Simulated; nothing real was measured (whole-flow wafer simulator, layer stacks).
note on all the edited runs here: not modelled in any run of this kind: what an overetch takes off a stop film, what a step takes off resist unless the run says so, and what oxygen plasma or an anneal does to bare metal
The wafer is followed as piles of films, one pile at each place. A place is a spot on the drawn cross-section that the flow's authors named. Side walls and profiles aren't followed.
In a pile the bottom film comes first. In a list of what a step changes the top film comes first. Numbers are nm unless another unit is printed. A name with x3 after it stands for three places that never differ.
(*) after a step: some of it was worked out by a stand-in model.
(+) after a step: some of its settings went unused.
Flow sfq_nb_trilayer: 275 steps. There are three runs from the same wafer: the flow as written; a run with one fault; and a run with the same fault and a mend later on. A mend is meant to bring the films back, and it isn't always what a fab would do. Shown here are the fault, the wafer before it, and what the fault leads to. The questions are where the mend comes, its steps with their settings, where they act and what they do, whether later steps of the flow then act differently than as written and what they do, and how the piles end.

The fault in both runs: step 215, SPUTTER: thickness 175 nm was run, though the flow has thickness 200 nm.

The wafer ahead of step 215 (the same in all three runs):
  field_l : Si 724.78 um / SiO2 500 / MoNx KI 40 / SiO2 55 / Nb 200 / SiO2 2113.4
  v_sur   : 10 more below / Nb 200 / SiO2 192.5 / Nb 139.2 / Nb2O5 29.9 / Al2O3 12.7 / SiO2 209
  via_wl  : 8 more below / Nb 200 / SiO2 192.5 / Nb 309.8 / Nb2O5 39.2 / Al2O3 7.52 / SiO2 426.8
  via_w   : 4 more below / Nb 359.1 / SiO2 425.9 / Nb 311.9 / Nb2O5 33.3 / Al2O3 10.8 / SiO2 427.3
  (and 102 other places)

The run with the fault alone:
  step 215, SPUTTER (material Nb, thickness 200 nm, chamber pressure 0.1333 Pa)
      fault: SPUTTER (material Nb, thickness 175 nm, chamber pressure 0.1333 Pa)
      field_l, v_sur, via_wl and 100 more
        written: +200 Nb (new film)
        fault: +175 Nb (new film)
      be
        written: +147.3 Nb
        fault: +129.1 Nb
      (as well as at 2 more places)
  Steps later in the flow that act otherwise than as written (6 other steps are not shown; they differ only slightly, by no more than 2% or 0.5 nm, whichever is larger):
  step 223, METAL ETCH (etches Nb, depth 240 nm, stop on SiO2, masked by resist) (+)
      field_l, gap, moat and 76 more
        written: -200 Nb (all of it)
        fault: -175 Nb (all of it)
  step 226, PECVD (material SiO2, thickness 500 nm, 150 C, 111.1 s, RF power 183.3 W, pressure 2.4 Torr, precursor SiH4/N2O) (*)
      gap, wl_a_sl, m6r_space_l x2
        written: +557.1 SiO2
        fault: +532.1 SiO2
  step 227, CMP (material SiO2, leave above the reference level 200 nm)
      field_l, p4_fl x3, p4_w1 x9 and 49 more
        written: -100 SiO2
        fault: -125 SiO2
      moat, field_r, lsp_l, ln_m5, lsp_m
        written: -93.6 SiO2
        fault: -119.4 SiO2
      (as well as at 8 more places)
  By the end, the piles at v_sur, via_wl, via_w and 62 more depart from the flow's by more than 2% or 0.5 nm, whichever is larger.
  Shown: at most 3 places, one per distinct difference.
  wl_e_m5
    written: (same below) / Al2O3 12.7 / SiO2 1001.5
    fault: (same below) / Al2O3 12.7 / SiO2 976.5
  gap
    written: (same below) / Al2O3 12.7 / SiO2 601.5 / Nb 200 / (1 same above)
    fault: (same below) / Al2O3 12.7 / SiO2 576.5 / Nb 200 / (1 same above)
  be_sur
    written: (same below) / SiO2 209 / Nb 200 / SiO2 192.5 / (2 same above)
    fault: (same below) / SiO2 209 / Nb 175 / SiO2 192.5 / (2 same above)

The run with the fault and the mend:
  The mend follows step 215.
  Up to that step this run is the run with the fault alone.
  step 215a, SPUTTER (material Nb, thickness 25 nm, chamber pressure 0.1333 Pa) (the flow's step 215 again, with other settings)
      field_l, v_sur, via_wl and 98 more
        +25 Nb
      ce_l, ce_r
        +24.1 Nb
      be
        +15.8 Nb
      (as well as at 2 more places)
  Later steps of the flow that are run all act as written at every place that is followed, up to a difference of at most 2% or 0.5 nm, whichever is larger.
  At the end the piles are close to the flow's at the places that both follow, differing by at most 2% or 0.5 nm, whichever is larger.
